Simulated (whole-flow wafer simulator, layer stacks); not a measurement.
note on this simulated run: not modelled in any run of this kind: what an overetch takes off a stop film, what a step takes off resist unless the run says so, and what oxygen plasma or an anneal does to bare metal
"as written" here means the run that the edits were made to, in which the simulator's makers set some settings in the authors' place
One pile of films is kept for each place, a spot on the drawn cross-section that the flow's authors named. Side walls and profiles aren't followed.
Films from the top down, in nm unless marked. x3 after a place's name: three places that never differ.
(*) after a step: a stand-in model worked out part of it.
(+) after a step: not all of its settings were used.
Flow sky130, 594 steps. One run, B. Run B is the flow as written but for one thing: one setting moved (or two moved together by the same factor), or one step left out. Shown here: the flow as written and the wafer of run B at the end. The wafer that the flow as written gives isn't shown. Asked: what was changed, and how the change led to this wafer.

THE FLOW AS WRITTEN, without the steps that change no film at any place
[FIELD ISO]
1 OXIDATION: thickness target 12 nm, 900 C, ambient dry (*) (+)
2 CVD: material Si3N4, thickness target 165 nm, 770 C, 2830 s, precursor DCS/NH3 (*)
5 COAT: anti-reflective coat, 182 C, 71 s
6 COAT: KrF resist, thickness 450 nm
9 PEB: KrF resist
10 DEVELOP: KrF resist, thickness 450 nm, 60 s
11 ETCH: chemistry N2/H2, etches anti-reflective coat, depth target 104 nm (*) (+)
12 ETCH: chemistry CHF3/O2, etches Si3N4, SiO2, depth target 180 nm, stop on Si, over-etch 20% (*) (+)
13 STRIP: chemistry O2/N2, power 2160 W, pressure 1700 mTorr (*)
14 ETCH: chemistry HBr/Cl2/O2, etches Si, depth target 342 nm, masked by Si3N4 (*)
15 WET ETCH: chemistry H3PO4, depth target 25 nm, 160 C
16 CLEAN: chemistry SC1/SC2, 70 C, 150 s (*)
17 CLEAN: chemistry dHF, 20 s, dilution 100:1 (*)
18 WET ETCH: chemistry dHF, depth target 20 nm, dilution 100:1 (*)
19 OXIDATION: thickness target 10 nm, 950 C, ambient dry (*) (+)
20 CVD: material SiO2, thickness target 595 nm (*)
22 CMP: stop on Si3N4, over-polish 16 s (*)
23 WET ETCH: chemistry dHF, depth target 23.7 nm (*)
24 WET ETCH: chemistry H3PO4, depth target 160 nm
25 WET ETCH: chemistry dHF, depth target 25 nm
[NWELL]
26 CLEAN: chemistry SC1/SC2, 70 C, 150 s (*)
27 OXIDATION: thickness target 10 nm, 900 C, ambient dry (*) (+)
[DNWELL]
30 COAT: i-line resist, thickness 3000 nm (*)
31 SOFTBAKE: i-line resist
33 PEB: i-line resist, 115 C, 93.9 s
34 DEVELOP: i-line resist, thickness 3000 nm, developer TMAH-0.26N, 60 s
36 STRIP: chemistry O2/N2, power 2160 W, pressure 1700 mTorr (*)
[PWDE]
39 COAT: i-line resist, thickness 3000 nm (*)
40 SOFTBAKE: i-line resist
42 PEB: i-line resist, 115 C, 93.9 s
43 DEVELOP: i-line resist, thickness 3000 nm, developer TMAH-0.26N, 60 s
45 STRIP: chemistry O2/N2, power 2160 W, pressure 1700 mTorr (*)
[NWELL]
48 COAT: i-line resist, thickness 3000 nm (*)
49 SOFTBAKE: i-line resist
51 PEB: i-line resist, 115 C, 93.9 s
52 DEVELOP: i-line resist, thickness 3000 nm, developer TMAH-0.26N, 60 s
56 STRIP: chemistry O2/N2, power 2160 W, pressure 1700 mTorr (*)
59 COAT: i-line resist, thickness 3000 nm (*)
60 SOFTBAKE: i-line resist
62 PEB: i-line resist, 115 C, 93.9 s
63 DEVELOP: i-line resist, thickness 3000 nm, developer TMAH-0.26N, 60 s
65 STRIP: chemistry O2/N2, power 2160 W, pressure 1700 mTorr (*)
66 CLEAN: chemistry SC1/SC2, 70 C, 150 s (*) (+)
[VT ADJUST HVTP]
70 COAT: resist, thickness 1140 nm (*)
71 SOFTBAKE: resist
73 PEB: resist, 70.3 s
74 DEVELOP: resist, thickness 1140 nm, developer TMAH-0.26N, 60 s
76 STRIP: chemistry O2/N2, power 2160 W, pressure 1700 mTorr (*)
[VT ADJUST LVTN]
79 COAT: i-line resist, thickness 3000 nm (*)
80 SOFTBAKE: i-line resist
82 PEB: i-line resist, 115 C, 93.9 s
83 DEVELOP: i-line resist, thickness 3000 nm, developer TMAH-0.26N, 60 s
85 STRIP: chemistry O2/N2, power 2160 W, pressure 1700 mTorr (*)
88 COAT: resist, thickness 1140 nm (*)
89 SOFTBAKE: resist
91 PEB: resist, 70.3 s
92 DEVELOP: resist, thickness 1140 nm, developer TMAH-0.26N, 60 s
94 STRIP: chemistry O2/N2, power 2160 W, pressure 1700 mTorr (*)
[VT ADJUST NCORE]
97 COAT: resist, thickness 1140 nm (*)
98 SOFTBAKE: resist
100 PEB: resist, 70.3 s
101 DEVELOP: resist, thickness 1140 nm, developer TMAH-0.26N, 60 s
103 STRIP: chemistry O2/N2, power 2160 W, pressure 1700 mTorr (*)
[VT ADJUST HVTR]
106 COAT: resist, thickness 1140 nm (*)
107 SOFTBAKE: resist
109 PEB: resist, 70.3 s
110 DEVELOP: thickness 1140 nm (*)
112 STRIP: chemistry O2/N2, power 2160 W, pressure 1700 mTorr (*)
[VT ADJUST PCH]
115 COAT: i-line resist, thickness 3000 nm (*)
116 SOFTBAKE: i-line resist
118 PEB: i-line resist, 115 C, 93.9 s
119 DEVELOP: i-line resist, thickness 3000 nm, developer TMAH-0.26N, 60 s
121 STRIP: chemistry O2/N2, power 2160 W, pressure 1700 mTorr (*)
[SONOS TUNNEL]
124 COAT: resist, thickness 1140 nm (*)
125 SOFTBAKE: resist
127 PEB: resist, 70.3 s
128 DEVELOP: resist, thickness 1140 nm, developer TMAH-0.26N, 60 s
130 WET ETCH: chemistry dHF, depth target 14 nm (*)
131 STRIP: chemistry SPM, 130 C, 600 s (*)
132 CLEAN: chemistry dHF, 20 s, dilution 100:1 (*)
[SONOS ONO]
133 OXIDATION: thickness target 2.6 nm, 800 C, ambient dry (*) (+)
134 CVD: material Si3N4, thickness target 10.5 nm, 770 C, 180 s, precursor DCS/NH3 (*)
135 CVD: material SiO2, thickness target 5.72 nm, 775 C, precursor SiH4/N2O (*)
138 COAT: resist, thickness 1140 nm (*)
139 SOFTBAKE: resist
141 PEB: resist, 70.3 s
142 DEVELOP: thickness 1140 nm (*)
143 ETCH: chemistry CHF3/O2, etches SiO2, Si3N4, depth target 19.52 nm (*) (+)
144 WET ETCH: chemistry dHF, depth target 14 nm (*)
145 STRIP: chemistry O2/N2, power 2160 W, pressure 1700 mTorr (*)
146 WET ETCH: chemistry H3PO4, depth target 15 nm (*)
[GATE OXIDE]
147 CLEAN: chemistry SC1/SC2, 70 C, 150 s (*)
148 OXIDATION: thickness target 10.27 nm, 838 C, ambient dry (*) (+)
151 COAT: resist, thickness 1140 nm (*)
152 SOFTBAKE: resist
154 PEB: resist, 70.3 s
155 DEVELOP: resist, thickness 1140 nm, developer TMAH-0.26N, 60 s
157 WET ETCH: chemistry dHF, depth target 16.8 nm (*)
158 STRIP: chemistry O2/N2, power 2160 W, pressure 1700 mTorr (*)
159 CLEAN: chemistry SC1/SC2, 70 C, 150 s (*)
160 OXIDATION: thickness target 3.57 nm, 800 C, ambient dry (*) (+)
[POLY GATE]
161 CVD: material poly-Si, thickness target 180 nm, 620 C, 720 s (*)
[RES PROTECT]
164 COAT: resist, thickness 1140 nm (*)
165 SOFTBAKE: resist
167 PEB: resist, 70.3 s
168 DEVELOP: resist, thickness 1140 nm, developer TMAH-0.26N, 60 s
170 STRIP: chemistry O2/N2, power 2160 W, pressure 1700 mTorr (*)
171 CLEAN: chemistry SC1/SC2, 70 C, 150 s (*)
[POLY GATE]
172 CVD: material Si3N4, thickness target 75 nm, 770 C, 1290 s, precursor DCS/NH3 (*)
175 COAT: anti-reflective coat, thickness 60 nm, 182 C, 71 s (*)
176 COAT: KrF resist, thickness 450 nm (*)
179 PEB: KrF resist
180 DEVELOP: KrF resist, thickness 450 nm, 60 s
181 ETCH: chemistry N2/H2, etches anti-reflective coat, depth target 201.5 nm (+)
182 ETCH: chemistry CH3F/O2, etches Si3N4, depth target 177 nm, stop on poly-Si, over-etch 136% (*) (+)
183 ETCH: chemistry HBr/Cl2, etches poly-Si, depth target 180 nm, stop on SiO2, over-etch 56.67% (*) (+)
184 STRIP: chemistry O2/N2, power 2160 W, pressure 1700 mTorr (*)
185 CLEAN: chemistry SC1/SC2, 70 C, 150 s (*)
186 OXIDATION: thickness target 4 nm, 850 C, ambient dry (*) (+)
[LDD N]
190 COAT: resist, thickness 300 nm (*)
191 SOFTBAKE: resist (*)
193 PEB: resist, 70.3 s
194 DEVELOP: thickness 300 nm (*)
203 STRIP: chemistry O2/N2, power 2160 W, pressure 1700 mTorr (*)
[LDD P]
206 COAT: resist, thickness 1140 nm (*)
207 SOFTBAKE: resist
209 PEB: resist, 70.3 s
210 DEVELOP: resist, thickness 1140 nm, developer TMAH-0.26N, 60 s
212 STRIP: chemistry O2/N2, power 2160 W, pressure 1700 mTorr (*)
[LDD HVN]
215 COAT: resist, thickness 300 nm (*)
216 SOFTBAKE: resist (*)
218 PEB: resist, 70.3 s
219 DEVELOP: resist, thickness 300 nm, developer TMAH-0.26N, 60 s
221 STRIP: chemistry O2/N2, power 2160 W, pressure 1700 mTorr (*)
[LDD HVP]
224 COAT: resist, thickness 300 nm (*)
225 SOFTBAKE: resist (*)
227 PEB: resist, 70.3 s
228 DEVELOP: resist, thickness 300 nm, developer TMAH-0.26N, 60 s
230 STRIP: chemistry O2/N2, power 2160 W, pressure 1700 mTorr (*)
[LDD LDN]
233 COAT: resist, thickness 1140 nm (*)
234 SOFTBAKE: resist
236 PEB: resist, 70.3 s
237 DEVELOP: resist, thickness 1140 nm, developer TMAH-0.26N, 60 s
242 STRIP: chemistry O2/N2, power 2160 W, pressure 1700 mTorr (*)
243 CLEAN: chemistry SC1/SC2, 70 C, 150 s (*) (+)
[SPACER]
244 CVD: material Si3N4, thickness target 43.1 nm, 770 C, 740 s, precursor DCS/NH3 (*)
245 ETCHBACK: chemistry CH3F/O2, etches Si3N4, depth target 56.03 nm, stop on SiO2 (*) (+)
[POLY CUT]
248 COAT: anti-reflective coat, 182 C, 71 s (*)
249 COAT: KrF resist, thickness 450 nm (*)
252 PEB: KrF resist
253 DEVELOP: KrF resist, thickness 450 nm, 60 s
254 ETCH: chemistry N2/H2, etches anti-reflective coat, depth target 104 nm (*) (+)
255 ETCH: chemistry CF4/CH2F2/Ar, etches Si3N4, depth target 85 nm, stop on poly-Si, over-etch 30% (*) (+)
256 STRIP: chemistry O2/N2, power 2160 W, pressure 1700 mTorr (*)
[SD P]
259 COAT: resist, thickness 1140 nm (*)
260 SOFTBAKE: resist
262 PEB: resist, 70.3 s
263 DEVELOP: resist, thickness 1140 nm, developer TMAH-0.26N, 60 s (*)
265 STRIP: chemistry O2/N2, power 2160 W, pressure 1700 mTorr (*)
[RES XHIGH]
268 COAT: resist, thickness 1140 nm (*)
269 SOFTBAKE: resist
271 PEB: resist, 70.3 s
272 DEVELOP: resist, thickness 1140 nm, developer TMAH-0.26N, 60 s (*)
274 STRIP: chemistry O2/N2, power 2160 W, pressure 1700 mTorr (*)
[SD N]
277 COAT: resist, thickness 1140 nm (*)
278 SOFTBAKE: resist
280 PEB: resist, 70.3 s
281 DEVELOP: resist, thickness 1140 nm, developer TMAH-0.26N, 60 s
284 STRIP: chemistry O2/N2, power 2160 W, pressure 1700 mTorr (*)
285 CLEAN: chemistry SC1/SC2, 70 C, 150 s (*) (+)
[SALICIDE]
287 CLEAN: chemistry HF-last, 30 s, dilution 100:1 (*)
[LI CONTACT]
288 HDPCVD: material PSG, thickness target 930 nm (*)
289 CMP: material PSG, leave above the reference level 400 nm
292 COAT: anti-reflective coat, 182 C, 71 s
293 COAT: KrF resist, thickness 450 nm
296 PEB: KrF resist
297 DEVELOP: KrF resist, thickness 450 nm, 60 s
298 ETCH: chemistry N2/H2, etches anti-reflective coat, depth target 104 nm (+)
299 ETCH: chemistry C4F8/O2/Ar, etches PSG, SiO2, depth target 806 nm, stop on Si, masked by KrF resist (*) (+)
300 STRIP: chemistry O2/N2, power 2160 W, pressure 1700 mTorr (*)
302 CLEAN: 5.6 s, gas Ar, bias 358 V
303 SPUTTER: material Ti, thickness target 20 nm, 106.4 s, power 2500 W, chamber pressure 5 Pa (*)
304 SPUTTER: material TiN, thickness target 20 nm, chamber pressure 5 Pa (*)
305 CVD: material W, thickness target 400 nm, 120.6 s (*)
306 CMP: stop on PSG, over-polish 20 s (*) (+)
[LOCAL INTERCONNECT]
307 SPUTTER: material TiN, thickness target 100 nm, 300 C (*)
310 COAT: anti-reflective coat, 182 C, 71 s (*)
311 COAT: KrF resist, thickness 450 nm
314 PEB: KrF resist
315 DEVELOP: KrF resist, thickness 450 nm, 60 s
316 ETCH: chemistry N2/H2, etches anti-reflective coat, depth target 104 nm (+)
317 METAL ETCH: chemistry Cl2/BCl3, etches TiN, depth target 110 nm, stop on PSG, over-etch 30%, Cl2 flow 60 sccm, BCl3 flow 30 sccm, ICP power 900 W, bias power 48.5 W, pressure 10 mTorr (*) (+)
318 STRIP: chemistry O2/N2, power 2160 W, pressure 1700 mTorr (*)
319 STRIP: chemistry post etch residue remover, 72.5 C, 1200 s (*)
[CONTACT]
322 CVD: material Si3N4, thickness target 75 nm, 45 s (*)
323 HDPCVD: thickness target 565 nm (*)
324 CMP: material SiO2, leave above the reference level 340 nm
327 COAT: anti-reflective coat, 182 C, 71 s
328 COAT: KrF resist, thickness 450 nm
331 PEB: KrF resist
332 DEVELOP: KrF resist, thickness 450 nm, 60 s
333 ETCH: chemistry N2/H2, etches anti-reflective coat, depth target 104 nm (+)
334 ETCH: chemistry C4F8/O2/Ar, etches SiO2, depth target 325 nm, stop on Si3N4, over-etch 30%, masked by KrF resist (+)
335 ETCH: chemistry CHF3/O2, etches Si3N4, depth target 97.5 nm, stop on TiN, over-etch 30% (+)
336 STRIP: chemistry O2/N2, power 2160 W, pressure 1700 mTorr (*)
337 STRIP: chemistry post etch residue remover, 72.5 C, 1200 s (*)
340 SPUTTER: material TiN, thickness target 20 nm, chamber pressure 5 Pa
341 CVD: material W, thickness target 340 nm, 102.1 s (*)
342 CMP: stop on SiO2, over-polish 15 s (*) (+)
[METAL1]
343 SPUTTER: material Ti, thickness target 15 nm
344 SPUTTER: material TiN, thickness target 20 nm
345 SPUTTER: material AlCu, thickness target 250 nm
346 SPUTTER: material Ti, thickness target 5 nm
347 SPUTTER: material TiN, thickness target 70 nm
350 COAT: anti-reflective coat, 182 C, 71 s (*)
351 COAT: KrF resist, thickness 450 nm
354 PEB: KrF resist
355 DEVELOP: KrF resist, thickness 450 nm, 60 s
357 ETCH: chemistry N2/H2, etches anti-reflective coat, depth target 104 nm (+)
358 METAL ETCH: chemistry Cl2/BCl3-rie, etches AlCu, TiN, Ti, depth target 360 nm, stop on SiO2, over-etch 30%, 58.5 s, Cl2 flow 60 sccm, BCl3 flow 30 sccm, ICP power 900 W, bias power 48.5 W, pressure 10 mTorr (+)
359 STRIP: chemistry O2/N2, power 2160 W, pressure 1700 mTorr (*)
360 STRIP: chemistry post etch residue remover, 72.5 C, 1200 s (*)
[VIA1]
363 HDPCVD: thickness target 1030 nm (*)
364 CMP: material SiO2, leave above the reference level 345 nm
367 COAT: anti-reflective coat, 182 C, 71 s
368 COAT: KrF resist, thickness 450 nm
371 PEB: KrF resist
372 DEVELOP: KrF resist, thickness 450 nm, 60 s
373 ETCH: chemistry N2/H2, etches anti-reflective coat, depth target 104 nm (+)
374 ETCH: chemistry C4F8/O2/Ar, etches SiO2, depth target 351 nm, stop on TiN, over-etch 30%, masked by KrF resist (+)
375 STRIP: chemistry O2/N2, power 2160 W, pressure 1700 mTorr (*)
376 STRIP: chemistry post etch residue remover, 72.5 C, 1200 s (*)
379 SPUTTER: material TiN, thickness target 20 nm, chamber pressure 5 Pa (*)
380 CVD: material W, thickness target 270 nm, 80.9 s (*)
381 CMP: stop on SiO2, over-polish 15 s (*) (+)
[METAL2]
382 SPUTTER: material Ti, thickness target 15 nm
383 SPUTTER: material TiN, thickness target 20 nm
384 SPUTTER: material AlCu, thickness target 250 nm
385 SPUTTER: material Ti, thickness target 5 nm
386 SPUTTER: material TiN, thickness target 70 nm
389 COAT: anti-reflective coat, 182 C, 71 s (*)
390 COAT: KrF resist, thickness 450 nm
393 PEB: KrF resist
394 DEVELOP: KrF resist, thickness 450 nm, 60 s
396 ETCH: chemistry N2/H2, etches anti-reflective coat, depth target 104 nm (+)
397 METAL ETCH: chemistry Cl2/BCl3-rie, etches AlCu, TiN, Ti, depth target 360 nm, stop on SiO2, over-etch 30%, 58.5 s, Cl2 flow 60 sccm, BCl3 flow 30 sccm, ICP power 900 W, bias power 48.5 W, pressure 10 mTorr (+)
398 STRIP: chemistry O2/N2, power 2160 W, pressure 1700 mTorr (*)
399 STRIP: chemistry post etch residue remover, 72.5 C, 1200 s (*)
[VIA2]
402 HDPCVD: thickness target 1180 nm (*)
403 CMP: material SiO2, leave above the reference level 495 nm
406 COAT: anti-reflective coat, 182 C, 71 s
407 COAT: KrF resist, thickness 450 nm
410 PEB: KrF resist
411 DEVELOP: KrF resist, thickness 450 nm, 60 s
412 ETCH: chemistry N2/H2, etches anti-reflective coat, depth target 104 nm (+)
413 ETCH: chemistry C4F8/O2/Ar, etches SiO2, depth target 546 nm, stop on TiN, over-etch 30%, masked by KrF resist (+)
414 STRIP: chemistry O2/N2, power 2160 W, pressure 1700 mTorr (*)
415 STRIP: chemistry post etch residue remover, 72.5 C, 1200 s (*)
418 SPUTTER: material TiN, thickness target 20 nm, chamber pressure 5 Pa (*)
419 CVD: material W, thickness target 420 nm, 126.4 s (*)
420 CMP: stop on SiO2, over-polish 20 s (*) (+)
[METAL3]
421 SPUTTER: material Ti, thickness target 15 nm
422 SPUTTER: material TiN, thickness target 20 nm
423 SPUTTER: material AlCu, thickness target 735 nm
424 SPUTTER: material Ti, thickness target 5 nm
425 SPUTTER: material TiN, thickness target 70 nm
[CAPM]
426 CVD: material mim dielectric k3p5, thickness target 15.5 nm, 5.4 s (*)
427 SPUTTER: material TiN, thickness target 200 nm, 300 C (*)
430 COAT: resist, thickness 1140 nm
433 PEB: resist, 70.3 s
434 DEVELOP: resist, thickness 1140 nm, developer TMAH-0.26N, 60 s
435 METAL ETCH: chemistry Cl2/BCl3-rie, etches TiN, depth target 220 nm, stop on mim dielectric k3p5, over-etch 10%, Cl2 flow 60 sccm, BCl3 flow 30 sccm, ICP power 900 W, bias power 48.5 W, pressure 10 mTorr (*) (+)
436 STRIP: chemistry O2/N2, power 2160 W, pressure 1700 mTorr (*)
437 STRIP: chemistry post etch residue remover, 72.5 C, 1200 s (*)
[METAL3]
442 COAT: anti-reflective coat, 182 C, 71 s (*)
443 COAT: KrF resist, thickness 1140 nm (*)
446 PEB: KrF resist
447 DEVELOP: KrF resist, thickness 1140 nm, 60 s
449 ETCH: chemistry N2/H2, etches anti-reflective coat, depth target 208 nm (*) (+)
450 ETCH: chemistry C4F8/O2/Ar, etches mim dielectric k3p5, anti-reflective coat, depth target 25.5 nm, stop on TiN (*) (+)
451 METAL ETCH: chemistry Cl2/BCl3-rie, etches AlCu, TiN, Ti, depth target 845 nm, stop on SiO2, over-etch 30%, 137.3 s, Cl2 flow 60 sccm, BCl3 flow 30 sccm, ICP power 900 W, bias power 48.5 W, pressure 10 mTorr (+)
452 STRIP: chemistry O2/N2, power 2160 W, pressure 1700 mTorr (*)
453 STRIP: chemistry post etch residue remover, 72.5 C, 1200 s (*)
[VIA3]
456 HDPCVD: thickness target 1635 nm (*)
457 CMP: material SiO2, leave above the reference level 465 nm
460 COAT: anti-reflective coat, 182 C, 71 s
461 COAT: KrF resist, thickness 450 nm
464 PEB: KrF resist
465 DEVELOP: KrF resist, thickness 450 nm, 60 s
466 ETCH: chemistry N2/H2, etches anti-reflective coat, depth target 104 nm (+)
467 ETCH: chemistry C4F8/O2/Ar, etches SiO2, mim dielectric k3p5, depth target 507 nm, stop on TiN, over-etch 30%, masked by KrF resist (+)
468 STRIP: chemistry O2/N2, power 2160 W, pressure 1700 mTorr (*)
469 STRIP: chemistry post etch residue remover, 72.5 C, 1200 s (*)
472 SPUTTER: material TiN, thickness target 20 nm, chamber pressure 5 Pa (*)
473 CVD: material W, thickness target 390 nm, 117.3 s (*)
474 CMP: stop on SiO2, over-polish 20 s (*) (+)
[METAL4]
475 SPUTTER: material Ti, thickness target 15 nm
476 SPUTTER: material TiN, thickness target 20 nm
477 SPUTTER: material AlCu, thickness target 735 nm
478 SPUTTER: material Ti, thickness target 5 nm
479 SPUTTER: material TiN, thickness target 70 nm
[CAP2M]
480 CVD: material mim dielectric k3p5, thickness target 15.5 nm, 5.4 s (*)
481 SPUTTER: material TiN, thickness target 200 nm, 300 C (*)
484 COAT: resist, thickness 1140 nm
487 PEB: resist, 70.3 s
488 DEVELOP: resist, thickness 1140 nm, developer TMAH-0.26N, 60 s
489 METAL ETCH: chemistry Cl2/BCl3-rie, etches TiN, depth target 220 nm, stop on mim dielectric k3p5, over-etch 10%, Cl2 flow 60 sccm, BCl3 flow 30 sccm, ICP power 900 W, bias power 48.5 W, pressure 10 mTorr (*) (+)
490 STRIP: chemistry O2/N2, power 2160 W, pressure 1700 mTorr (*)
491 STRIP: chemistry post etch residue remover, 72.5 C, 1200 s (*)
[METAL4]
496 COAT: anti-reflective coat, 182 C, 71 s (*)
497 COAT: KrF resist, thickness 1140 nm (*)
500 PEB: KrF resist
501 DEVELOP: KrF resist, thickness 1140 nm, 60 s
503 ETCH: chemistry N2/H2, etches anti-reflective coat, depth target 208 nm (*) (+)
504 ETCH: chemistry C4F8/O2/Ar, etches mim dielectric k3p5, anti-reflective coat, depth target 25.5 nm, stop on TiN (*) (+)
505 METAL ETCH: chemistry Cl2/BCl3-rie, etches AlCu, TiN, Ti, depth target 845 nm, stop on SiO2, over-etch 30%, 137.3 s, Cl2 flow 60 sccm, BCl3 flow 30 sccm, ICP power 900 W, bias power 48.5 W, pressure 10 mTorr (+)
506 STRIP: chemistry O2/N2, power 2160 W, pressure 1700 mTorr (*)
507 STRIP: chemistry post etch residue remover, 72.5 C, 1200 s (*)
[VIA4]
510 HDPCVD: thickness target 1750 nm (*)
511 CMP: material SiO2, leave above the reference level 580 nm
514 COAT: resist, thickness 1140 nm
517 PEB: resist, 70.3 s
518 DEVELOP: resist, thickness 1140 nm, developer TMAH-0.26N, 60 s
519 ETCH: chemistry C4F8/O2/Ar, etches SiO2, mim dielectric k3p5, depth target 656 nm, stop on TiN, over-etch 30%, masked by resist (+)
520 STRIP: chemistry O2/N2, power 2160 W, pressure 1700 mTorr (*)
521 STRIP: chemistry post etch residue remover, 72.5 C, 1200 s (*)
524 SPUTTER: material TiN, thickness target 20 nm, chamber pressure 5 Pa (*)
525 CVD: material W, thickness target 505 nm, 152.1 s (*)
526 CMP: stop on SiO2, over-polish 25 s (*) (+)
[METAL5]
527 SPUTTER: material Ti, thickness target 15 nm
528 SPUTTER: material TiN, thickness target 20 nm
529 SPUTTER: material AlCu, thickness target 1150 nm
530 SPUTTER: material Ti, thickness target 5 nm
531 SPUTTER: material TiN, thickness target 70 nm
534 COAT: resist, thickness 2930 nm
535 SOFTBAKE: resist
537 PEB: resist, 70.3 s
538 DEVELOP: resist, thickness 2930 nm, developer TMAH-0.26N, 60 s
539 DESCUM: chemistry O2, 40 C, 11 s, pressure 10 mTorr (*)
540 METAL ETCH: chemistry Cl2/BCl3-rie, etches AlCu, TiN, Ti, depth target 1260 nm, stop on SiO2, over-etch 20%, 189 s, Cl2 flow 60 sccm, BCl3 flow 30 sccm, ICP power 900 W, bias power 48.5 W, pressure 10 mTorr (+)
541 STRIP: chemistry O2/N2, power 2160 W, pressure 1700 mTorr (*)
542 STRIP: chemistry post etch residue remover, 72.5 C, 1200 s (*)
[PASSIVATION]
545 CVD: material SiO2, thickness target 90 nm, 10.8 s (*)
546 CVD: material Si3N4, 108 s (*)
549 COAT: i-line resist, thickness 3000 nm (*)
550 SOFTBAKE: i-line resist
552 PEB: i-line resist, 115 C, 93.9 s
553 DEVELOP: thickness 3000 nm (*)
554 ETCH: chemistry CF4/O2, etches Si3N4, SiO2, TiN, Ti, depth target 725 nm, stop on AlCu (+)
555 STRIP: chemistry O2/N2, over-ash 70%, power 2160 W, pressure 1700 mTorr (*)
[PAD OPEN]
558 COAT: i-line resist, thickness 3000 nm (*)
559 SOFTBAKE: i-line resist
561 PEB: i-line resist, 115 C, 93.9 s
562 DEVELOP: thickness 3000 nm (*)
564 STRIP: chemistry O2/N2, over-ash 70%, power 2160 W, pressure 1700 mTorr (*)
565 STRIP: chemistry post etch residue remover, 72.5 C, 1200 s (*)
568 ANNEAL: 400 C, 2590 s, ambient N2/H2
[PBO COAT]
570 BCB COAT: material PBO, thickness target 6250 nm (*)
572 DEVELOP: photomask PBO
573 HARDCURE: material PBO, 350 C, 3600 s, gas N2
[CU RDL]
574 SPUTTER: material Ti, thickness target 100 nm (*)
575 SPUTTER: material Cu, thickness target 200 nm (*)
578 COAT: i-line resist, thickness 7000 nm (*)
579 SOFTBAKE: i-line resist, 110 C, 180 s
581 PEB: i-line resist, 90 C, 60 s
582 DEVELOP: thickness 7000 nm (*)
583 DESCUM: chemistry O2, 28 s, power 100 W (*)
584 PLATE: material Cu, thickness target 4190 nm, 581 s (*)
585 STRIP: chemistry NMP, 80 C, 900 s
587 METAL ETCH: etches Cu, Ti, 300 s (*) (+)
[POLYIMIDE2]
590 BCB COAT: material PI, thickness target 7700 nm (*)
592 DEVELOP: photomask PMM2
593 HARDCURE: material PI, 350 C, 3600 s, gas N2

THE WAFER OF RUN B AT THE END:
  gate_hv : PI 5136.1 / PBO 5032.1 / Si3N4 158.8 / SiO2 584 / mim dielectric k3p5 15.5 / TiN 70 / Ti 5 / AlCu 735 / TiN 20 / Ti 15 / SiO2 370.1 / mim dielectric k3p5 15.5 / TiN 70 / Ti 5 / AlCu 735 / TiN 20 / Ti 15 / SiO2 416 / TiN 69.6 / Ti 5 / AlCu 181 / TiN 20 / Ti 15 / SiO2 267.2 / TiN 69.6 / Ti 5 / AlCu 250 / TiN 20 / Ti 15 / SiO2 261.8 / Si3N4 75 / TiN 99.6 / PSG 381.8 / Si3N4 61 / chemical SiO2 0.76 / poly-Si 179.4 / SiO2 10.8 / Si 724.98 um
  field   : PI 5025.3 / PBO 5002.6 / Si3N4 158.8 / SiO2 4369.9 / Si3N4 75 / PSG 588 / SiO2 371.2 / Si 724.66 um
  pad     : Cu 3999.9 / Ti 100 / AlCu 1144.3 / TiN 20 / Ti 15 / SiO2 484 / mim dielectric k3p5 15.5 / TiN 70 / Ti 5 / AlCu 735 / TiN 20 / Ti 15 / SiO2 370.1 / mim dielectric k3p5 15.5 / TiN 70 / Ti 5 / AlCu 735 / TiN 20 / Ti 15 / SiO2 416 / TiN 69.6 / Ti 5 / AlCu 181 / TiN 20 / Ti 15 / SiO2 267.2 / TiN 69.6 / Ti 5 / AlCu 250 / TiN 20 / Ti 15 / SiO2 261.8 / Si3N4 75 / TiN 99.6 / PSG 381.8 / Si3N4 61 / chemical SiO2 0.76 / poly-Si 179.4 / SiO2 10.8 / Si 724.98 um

The cause: step 384, SPUTTER: thickness target 181 nm was run, where the flow has thickness target 250 nm.
It can be read off the wafer: gate_hv has AlCu 181, and step 384 as written asks for 250 nm.

How the change led to this, step by step:
  384 SPUTTER: material AlCu, thickness target 250 nm
      field, active, n_well and 188 more: AlCu +181 (new film) (as written it would be: AlCu +250 (new film))
  397 METAL ETCH: chemistry Cl2/BCl3-rie, etches AlCu, TiN, Ti, depth target 360 nm, stop on SiO2, over-etch 30%, 58.5 s, Cl2 flow 60 sccm, BCl3 flow 30 sccm, ICP power 900 W, bias power 48.5 W, pressure 10 mTorr (+)
      field, active, gate and 82 more: TiN -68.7 (all of it), Ti -5 (all of it), AlCu -181 (all of it), TiN -20 (all of it), Ti -15 (all of it), SiO2 -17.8 (as written it would be: TiN -68.7 (all of it), Ti -5 (all of it), AlCu -250 (all of it), TiN -20 (all of it), Ti -15 (all of it), SiO2 -10.9)
  403 CMP: material SiO2, leave above the reference level 495 nm
      field, active, gate and 82 more: SiO2 -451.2 (as written it would be: SiO2 -389.1)
